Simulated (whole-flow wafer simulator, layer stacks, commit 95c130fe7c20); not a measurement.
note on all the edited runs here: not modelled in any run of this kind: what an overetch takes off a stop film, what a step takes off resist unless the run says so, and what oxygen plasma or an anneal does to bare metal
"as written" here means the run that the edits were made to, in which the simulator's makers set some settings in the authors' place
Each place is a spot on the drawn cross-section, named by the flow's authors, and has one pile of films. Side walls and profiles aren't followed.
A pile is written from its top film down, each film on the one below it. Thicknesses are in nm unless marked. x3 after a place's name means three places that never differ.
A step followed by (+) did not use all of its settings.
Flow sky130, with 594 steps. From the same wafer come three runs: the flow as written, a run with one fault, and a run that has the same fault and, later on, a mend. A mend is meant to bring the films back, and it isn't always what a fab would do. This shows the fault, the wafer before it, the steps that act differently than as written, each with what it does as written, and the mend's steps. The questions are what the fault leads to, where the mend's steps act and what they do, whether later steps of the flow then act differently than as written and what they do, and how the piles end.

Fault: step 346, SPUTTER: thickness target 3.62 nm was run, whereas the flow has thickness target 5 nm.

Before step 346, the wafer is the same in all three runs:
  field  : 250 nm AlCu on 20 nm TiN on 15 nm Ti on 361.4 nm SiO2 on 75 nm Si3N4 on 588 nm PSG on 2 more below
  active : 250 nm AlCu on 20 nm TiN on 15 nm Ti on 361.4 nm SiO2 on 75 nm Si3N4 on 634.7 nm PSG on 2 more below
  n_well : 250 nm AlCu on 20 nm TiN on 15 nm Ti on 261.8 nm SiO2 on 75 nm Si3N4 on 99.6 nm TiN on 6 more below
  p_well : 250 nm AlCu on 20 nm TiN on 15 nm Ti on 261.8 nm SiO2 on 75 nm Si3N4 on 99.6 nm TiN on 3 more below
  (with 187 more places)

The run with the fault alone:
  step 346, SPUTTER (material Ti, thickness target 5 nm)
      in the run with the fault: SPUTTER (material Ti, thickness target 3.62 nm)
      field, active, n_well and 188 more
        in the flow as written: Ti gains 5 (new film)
        in the run with the fault: Ti gains 3.62 (new film)
  Later steps of the flow acting differently than as written (12 more steps, not shown, differ only slightly: by at most 2% or 0.5 nm, whichever is larger):
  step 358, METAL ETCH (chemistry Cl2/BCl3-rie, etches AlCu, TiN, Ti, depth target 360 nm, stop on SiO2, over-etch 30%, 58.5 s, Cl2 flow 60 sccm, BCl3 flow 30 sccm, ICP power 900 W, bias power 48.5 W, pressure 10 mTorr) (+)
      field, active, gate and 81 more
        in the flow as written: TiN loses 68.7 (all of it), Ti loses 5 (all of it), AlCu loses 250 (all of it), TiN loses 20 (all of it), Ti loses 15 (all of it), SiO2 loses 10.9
        in the run with the fault: TiN loses 68.7 (all of it), Ti loses 3.62 (all of it), AlCu loses 250 (all of it), TiN loses 20 (all of it), Ti loses 15 (all of it), SiO2 loses 11.1
  By the end, the piles at n_well, p_well, gate_hv and 104 more depart from the flow's by more than 2% or 0.5 nm, whichever is larger.
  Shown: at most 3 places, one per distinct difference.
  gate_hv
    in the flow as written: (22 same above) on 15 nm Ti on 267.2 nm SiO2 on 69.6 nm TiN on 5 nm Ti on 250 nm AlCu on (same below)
    in the run with the fault: (22 same above) on 15 nm Ti on 268.6 nm SiO2 on 69.6 nm TiN on 3.62 nm Ti on 250 nm AlCu on (same below)
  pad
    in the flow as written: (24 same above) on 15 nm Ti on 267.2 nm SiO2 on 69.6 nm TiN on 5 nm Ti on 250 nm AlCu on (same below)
    in the run with the fault: (24 same above) on 15 nm Ti on 268.6 nm SiO2 on 69.6 nm TiN on 3.62 nm Ti on 250 nm AlCu on (same below)
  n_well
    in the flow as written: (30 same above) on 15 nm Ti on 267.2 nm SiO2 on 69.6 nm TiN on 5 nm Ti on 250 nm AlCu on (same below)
    in the run with the fault: (30 same above) on 15 nm Ti on 268.6 nm SiO2 on 69.6 nm TiN on 3.62 nm Ti on 250 nm AlCu on (same below)

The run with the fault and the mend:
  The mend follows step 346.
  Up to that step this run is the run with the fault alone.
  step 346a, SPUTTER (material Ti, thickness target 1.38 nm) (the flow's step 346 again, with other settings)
      field, active, n_well and 188 more
        Ti gains 1.38
  Every later step of the flow that is run acts as written at every place that is followed.
  At every place that both follow, the piles at the end match the flow's.
